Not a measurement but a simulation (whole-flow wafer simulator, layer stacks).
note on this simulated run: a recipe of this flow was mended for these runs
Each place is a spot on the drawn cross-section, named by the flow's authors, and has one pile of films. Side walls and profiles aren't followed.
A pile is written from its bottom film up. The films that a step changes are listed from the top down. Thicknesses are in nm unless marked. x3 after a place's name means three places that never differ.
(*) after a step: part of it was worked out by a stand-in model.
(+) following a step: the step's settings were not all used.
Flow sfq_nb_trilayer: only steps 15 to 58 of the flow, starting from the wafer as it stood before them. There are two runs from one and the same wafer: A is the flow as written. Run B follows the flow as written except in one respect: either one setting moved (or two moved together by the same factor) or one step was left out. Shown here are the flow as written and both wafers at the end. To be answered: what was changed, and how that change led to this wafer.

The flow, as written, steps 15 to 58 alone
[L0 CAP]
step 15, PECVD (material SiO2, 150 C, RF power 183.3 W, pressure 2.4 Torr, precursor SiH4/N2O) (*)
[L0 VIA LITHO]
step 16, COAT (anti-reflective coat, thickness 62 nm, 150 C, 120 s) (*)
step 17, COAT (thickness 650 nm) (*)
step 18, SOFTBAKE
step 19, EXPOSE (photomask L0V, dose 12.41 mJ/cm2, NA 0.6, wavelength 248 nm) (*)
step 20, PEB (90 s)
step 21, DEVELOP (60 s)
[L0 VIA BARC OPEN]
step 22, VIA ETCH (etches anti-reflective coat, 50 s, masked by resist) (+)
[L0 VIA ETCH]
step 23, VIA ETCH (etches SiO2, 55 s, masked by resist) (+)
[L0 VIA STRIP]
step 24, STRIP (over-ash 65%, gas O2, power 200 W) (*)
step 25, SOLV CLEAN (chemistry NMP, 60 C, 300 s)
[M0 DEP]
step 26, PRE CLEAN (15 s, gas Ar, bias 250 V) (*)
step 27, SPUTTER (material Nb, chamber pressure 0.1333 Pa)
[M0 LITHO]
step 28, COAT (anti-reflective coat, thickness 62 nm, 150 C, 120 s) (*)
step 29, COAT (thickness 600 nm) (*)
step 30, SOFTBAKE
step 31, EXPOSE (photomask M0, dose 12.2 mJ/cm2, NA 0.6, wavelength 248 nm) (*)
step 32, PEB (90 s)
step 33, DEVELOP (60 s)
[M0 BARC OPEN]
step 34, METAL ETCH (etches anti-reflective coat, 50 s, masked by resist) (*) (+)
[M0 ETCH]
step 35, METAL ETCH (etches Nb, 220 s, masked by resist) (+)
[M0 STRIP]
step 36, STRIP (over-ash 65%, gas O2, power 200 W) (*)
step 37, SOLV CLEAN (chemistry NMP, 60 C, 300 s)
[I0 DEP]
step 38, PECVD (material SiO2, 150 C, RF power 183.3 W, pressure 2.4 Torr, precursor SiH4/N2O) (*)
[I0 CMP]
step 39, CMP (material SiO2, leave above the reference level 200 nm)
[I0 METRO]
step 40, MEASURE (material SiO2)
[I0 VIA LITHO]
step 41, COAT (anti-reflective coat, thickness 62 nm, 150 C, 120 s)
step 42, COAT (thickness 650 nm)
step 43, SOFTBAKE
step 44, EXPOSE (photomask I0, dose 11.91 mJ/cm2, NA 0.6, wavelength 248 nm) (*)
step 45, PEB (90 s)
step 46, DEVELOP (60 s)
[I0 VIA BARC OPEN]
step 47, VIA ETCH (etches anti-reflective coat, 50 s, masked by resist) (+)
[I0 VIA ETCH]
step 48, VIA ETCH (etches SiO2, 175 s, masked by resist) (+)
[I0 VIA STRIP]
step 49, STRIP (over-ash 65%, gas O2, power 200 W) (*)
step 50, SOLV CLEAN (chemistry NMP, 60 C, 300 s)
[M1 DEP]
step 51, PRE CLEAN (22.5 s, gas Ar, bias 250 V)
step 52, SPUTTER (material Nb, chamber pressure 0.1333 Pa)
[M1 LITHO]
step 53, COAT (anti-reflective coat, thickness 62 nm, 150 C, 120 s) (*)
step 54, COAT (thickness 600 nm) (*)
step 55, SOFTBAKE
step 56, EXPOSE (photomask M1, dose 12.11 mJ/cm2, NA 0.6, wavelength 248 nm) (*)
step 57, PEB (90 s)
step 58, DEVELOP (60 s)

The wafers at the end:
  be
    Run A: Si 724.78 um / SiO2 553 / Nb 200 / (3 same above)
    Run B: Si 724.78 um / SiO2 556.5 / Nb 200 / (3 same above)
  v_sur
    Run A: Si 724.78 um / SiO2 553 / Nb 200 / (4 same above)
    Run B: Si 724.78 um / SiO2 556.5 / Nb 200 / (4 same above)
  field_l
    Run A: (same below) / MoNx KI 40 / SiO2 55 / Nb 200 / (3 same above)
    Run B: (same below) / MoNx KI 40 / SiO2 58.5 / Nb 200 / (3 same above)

Cause: step 15, PECVD: RF power 205.3 W was run, though the flow has RF power 183.3 W.

The path from the change to this, step by step:
  step 15, PECVD (material SiO2, 150 C, RF power 183.3 W, pressure 2.4 Torr, precursor SiH4/N2O) (*)
      v_sur, via_wl, via_w and 97 more: A +60 SiO2 | B +63.5 SiO2
      field_l, l0_sur, l0v, l0r_line_l, l0r_line_c, l0r_line_r: A +60 SiO2 (new film) | B +63.5 SiO2 (new film)
  step 23, VIA ETCH (etches SiO2, 55 s, masked by resist) (+)
      l0v: A -59.7 SiO2 (all of it), -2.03 MoNx KI | B -63.1 SiO2 (all of it), -1.69 MoNx KI
  step 28, COAT (anti-reflective coat, thickness 62 nm, 150 C, 120 s) (*)
      l0_sur: A +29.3 anti-reflective coat (new film) | B +28.2 anti-reflective coat (new film)
  step 36, STRIP (over-ash 65%, gas O2, power 200 W) (*)
      l0_sur: A -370 KrF-resist-other-grade (all of it), -29.3 anti-reflective coat (all of it) | B -370.5 KrF-resist-other-grade (all of it), -28.2 anti-reflective coat (all of it)
